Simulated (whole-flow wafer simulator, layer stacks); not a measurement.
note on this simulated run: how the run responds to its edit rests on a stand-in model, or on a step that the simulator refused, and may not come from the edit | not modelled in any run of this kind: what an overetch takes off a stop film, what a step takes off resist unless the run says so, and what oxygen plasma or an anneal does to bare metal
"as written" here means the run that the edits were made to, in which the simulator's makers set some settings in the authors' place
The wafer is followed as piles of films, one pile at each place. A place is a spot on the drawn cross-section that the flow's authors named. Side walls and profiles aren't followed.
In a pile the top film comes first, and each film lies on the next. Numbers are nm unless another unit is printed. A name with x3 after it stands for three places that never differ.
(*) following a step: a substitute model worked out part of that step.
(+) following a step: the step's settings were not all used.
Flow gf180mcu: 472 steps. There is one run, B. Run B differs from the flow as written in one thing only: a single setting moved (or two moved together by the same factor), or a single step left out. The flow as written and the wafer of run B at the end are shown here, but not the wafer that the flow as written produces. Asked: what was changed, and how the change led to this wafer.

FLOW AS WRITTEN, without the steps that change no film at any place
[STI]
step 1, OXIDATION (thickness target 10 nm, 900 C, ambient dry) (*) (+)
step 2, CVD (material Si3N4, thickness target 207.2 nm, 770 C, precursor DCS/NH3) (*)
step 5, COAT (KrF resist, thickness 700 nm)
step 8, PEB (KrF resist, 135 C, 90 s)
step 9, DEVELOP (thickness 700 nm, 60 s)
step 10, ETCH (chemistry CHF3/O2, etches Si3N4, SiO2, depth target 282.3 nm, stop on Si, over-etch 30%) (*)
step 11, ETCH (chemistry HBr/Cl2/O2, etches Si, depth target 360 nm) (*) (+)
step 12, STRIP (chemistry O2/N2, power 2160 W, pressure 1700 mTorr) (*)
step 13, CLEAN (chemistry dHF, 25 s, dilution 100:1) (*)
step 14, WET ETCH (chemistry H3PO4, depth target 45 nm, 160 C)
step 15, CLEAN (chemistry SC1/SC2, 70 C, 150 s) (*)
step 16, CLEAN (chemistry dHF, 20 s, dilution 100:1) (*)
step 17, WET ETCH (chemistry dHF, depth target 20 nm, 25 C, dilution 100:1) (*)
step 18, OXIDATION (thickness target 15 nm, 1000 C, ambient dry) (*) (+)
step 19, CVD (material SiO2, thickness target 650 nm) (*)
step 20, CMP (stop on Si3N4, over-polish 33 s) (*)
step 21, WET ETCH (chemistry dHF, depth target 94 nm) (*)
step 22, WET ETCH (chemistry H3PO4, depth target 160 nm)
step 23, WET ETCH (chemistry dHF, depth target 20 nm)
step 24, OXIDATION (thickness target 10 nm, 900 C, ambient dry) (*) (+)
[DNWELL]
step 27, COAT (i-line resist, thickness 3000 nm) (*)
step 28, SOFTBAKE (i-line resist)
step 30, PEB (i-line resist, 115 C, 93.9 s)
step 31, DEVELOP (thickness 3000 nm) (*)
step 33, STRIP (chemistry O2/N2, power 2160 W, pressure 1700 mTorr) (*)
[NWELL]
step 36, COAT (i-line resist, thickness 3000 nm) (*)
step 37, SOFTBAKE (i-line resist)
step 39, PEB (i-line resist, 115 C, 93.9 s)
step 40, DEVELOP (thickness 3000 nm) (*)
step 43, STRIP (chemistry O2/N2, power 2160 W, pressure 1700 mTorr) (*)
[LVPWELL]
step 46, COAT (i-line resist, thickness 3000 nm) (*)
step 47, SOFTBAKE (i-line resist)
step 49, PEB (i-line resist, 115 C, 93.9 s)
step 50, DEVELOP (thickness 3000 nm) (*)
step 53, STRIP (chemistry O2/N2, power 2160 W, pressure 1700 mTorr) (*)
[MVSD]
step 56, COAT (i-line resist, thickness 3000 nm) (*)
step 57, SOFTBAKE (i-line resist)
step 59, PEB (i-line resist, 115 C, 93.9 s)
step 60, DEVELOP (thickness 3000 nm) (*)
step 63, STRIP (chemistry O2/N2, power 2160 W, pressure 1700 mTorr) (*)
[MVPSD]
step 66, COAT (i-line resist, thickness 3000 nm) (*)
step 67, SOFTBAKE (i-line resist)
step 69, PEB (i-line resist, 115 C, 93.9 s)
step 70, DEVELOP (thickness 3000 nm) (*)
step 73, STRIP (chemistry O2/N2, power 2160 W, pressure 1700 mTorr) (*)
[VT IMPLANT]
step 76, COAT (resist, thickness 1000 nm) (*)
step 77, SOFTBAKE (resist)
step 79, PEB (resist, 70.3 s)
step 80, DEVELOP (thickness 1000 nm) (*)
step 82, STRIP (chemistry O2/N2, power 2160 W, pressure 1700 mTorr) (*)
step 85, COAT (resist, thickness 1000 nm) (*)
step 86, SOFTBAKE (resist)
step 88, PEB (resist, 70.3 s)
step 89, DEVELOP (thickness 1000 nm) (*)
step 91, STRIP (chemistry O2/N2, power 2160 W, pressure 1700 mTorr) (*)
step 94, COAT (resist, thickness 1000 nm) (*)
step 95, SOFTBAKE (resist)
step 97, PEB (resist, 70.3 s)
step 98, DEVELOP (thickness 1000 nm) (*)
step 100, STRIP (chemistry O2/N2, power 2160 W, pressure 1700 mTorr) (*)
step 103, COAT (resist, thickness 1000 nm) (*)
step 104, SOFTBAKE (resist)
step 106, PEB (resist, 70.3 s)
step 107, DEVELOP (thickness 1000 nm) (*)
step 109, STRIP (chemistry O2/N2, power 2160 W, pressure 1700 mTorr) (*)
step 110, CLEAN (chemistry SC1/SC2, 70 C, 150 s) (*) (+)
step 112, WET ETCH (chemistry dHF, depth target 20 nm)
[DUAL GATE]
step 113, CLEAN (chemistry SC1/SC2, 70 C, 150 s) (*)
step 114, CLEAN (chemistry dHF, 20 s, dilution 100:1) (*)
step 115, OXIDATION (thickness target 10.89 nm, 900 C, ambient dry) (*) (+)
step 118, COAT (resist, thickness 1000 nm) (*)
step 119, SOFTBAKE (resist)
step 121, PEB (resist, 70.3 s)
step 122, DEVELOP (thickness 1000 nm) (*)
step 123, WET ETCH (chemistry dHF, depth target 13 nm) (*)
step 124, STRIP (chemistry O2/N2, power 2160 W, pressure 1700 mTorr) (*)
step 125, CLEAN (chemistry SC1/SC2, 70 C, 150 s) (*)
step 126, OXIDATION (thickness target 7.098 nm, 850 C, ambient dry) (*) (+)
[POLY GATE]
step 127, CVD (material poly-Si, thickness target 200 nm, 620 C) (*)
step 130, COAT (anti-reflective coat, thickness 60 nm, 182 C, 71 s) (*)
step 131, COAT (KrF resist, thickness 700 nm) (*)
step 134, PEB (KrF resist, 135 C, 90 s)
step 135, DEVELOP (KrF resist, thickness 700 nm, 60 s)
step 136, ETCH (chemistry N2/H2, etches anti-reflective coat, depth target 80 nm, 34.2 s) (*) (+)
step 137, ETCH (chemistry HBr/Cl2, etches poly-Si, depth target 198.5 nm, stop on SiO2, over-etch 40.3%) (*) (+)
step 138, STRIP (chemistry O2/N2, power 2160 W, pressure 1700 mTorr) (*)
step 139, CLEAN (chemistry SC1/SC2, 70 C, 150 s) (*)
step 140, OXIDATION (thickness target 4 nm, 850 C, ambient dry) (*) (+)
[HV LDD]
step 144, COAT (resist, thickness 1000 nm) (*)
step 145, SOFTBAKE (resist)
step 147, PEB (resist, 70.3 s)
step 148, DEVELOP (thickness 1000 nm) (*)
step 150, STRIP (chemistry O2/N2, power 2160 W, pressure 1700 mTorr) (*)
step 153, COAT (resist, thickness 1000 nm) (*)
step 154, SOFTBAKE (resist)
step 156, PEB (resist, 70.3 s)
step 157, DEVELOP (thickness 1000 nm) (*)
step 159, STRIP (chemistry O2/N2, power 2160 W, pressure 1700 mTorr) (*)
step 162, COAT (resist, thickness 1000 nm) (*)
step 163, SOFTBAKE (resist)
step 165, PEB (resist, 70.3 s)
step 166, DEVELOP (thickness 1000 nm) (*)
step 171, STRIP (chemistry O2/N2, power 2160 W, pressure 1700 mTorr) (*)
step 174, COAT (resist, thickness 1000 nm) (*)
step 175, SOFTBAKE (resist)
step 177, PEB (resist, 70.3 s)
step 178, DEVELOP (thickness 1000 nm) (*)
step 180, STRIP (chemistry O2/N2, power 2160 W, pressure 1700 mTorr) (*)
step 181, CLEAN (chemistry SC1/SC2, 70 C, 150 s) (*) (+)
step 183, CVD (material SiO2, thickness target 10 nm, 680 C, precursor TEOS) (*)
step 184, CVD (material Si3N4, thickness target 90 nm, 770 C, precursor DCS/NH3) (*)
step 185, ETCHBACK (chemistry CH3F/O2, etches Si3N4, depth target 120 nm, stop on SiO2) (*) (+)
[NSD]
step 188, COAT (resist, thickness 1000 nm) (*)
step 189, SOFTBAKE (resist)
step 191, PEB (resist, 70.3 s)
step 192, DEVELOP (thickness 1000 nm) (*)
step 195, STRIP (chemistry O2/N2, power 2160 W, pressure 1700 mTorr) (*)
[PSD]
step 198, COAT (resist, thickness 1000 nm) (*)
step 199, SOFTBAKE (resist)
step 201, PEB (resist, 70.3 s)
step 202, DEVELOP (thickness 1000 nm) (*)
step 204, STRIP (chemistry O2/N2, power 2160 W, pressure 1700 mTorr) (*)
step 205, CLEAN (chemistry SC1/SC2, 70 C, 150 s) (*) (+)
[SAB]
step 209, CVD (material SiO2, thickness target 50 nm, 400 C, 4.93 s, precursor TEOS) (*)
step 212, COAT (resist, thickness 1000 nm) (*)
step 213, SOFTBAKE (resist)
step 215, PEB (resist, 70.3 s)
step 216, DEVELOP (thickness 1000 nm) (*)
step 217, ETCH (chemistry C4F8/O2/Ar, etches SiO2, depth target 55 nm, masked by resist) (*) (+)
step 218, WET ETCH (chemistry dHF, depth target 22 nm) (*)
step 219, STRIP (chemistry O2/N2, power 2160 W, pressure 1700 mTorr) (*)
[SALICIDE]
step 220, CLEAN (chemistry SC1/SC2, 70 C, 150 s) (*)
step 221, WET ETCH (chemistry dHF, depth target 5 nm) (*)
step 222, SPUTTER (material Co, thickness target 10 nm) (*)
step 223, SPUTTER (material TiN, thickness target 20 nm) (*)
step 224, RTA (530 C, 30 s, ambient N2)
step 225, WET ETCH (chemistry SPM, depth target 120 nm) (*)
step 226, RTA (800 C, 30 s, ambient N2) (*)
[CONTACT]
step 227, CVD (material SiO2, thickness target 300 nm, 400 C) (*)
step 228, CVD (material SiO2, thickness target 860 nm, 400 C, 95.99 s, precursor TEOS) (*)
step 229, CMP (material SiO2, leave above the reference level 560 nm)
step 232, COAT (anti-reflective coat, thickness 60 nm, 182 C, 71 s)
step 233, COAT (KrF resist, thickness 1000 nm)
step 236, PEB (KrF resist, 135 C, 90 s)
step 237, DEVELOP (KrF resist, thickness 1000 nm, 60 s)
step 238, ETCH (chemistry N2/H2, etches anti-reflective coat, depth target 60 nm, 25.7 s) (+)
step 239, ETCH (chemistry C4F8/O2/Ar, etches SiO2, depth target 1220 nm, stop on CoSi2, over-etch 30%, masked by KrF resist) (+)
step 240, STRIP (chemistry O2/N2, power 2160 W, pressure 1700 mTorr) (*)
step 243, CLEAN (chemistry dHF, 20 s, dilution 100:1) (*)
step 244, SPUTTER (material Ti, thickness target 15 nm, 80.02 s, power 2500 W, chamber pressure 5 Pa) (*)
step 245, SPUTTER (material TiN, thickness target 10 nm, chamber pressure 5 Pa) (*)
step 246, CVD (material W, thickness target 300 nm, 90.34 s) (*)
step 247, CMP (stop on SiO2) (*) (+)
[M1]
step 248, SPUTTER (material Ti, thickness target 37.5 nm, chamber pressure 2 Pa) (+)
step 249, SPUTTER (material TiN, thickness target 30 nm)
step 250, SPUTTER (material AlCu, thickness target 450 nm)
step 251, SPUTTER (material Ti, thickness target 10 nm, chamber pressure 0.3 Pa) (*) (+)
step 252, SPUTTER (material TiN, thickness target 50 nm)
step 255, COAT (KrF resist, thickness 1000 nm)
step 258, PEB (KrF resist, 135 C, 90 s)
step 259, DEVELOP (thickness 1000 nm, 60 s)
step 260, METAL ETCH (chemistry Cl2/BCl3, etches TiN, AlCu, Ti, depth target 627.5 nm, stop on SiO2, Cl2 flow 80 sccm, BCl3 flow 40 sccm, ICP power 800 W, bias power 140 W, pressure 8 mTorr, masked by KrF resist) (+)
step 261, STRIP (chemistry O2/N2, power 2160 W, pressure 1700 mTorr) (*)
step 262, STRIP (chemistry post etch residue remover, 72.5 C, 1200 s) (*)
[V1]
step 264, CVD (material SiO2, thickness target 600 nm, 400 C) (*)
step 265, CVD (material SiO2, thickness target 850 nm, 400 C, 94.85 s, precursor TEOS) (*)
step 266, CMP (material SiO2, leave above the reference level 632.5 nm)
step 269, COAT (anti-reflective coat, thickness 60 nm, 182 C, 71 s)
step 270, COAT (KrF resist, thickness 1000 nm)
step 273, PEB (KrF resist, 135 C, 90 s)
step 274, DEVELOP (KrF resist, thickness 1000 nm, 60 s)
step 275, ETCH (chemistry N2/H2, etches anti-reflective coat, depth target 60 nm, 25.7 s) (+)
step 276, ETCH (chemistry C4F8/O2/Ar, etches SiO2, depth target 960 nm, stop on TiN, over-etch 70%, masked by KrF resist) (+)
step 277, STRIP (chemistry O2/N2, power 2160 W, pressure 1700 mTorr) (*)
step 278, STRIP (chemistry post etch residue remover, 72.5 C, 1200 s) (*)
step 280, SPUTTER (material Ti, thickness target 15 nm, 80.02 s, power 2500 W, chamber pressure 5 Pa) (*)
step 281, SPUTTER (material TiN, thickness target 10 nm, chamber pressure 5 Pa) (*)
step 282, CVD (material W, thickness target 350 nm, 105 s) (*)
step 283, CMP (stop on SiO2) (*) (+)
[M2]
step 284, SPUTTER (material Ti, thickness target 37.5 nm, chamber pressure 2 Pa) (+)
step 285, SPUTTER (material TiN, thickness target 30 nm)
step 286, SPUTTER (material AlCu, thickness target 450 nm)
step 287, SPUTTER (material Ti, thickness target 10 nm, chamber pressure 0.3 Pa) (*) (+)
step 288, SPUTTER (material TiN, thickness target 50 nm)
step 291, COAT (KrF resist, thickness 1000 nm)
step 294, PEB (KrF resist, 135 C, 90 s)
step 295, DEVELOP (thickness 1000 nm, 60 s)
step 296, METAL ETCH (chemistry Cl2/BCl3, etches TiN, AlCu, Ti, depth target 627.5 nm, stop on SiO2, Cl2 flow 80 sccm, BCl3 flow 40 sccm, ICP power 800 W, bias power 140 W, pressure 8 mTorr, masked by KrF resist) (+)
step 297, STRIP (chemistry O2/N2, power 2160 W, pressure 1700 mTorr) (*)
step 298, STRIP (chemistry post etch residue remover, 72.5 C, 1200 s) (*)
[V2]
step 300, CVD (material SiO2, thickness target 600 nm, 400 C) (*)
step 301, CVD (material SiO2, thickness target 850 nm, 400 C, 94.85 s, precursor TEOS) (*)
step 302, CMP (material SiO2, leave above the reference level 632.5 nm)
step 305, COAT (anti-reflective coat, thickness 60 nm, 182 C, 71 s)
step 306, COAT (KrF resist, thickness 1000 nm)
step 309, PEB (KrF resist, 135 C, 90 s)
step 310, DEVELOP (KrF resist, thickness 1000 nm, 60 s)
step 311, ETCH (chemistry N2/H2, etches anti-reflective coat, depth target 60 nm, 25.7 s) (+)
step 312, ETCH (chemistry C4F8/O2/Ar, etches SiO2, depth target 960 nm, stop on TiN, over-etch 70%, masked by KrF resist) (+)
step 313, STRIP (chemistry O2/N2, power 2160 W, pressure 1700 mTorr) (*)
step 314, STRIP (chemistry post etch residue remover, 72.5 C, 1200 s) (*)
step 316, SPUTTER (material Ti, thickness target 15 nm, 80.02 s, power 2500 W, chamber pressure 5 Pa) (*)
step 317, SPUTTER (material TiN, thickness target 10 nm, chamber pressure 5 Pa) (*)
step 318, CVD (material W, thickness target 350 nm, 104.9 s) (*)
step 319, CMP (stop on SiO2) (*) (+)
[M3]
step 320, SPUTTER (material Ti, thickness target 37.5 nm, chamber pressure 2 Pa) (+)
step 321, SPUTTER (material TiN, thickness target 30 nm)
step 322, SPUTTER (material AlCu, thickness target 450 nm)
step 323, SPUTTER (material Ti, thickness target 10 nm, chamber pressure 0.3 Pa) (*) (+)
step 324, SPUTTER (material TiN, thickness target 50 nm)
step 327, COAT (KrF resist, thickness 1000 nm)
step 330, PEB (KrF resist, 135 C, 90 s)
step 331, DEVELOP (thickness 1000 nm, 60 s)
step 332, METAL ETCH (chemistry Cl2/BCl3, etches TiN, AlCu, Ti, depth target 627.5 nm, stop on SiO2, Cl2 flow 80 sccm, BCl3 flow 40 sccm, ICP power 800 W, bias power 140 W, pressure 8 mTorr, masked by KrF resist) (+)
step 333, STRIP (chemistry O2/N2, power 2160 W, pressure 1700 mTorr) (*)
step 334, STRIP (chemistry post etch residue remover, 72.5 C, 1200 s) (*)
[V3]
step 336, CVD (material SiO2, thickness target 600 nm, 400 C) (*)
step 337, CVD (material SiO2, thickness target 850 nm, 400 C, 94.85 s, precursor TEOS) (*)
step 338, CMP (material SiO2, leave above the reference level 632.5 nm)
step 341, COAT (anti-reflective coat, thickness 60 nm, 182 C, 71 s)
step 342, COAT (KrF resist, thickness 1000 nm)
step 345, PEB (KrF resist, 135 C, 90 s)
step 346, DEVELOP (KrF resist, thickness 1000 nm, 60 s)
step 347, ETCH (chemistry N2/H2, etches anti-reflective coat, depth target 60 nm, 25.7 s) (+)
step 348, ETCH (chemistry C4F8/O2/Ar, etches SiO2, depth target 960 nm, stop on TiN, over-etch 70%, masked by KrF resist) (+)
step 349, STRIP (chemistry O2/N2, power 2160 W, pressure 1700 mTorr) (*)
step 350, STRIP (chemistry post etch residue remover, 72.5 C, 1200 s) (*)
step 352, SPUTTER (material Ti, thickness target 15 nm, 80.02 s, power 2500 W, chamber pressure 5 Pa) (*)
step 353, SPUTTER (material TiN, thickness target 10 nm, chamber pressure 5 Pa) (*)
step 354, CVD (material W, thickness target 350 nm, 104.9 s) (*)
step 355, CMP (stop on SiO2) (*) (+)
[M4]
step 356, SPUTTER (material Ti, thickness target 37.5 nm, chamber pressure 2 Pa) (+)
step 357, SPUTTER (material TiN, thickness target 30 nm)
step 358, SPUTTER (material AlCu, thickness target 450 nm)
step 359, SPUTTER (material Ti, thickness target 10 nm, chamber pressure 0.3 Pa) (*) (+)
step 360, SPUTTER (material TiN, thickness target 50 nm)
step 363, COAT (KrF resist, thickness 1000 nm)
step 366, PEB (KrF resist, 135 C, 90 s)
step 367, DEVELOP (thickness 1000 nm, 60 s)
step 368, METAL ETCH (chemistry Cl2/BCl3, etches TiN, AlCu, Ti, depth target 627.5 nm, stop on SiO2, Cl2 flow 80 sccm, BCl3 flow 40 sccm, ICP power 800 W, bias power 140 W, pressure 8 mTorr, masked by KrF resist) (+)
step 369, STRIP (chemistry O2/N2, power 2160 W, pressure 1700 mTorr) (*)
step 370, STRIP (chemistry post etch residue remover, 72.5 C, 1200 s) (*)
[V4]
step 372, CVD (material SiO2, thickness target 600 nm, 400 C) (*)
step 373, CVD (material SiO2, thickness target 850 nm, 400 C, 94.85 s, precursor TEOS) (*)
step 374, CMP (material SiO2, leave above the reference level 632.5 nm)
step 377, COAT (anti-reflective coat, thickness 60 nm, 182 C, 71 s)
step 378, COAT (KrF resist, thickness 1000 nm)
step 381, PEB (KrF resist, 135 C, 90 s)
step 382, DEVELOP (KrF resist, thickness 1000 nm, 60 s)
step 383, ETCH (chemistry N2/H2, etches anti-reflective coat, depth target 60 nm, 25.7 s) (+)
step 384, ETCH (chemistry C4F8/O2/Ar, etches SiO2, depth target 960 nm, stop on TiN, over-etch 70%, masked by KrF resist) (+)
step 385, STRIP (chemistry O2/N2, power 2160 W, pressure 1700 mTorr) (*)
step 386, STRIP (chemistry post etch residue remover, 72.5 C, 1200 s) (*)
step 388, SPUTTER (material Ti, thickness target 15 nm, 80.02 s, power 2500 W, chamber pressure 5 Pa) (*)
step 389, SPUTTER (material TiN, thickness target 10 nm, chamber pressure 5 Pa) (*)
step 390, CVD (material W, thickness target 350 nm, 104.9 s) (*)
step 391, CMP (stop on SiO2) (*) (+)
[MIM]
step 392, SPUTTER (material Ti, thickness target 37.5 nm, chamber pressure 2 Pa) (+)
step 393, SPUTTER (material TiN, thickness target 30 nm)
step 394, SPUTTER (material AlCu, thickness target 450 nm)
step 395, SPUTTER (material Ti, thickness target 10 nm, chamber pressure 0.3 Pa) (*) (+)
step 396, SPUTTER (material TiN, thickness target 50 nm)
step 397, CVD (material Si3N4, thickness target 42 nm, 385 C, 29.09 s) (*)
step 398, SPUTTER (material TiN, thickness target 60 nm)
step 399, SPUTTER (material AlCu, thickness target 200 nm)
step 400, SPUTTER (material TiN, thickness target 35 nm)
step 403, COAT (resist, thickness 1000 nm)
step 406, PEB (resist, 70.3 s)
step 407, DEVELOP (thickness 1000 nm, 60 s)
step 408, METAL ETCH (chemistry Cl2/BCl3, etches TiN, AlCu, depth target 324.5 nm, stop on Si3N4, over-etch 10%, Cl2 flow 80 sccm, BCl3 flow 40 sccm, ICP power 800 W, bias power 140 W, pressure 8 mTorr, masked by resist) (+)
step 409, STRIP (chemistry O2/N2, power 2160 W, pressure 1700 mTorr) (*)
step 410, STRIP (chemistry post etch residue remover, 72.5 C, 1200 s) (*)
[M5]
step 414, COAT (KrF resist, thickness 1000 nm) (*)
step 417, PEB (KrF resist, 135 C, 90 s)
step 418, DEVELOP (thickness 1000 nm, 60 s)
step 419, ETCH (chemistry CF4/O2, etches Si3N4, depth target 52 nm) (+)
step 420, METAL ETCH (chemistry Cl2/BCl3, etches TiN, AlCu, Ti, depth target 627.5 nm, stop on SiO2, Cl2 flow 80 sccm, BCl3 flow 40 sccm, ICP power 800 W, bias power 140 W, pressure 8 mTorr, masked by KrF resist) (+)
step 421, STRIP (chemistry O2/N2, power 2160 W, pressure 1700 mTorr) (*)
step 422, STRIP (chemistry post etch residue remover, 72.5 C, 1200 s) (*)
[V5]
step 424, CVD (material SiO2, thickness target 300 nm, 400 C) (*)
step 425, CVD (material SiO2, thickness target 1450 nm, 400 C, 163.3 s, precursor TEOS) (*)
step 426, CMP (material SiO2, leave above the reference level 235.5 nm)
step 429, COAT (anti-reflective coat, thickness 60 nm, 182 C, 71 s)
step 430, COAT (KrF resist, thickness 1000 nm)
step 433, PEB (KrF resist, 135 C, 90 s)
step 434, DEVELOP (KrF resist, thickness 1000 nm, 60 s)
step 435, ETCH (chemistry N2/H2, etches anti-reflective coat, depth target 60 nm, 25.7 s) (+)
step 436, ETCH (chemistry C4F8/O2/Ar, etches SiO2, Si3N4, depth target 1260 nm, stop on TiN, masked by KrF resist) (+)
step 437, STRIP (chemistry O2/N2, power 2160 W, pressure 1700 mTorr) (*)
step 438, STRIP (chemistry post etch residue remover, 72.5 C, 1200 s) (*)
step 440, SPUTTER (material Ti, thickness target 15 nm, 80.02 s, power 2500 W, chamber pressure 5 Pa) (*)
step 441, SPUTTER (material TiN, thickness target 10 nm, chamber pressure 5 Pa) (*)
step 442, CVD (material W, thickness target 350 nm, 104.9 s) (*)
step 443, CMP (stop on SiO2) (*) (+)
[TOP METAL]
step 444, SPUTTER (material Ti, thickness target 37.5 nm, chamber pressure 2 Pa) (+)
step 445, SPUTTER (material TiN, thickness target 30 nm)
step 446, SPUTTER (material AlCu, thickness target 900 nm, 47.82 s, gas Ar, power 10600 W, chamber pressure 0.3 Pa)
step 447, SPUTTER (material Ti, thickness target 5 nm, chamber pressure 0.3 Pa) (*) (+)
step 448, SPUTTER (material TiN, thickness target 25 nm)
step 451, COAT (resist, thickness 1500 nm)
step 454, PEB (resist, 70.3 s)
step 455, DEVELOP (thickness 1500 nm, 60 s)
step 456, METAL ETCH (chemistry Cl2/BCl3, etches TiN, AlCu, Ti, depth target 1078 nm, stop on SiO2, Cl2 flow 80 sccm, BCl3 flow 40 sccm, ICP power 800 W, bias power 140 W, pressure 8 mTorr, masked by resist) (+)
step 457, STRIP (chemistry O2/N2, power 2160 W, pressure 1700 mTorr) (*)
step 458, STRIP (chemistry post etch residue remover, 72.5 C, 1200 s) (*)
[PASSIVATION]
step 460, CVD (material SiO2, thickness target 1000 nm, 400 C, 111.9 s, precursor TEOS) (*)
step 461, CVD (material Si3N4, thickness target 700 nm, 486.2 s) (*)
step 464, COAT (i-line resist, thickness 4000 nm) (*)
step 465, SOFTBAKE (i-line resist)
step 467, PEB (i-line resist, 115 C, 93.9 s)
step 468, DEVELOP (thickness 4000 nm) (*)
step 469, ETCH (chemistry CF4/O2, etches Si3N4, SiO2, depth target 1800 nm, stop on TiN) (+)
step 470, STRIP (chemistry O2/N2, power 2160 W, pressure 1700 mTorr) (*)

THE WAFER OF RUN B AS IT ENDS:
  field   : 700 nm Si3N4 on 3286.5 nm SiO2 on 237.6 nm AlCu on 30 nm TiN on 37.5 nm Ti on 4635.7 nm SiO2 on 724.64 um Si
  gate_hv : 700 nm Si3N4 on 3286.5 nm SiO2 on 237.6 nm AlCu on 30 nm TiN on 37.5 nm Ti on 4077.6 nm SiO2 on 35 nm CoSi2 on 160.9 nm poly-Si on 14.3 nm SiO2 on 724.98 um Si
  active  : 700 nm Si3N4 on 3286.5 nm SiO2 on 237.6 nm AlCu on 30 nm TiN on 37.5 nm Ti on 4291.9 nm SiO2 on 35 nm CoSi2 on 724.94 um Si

The reason: step 368, METAL ETCH: depth target 266.7 nm was run, whereas the flow has depth target 627.5 nm.

The path from the change to this, step by step:
  step 368, METAL ETCH (chemistry Cl2/BCl3, etches TiN, AlCu, Ti, depth target 627.5 nm, stop on SiO2, Cl2 flow 80 sccm, BCl3 flow 40 sccm, ICP power 800 W, bias power 140 W, pressure 8 mTorr, masked by KrF resist) (+)
      field, field__w1, field__w2 and 103 more: -50 TiN (all of it), -10 Ti (all of it), -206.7 AlCu (in the flow as written it would be: -50 TiN (all of it), -10 Ti (all of it), -450 AlCu (all of it), -30 TiN (all of it), -37.5 Ti (all of it))
      field__w8, contact, m1, m1__w1, m1_nw: -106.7 KrF resist (in the flow as written it would be: -251 KrF resist)
  step 369, STRIP (chemistry O2/N2, power 2160 W, pressure 1700 mTorr) (*)
      field__w8, contact, m1, m1__w1, m1_nw: -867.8 KrF resist (all of it) (in the flow as written it would be: -723.5 KrF resist (all of it))
  step 370, STRIP (chemistry post etch residue remover, 72.5 C, 1200 s) (*)
      field, field__w1, field__w2 and 103 more: -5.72 AlCu (in the flow as written it would be: nothing)
  step 372, CVD (material SiO2, thickness target 600 nm, 400 C) (*)
      field, field__w1, field__w2 and 103 more: +600 SiO2 (new film) (in the flow as written it would be: +600 SiO2)
  step 374, CMP (material SiO2, leave above the reference level 632.5 nm)
      field, field__w1, field__w2 and 103 more: -605.1 SiO2 (in the flow as written it would be: -300 SiO2)
Taking metal films that touch as one body, field has 1 body; the flow as written gives 0 bodies.
Taking metal films that touch as one body, gate_hv has 2 bodies (between them, from the top down: SiO2 4077.6); the flow as written gives 1 body.
Taking metal films that touch as one body, active has 2 bodies (between them, from the top down: SiO2 4291.9); the flow as written gives 1 body.
